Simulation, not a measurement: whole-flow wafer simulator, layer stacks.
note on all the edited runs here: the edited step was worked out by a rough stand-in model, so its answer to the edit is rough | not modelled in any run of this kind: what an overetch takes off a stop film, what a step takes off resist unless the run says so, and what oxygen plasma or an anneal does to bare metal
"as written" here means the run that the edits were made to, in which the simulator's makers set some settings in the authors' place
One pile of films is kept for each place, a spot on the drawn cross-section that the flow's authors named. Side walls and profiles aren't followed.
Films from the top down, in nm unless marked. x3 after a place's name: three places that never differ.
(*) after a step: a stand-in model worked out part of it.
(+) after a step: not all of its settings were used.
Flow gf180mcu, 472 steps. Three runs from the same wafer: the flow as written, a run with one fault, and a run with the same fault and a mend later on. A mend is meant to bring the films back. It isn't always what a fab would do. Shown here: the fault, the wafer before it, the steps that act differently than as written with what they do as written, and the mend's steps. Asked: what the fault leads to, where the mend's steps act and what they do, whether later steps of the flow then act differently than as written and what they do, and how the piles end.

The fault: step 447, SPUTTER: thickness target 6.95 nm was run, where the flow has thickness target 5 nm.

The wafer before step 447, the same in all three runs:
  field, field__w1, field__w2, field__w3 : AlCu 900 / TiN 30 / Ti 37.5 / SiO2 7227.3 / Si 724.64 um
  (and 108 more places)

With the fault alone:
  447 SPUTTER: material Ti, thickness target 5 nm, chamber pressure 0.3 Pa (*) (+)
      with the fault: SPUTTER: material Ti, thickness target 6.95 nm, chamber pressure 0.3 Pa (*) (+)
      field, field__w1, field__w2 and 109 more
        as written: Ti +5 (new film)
        with the fault: Ti +6.95 (new film)
  Later steps of the flow that act differently than as written (5 more steps differ only slightly, by at most 2% or 0.5 nm, whichever is larger, and aren't shown):
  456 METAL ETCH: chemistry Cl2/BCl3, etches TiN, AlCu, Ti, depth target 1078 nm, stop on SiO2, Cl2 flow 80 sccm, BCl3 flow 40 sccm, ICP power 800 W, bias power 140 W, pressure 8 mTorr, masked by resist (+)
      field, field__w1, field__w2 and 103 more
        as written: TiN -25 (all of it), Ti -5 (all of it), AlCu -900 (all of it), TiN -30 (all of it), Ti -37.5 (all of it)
        with the fault: TiN -25 (all of it), Ti -6.95 (all of it), AlCu -900 (all of it), TiN -30 (all of it), Ti -37.5 (all of it)
  At the end the piles differ from the flow's by more than 2% or 0.5 nm, whichever is larger, at field__w8, contact, m1, m1__w1, pad, m1_nw.
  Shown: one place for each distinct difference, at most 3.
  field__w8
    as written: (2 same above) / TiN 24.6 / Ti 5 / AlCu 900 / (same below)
    with the fault: (2 same above) / TiN 24.6 / Ti 6.95 / AlCu 900 / (same below)
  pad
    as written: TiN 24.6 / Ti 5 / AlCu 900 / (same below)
    with the fault: TiN 24.6 / Ti 6.95 / AlCu 900 / (same below)

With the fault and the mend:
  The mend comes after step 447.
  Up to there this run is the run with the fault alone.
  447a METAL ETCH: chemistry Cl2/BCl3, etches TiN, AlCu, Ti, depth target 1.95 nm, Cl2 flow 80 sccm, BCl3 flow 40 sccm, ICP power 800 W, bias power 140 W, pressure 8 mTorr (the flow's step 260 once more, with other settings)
      field, field__w1, field__w2 and 109 more
        Ti -1.95
  No later step of the flow acts differently than as written at any place that is followed.
  At the end the piles are the same as the flow's at every place that both follow.
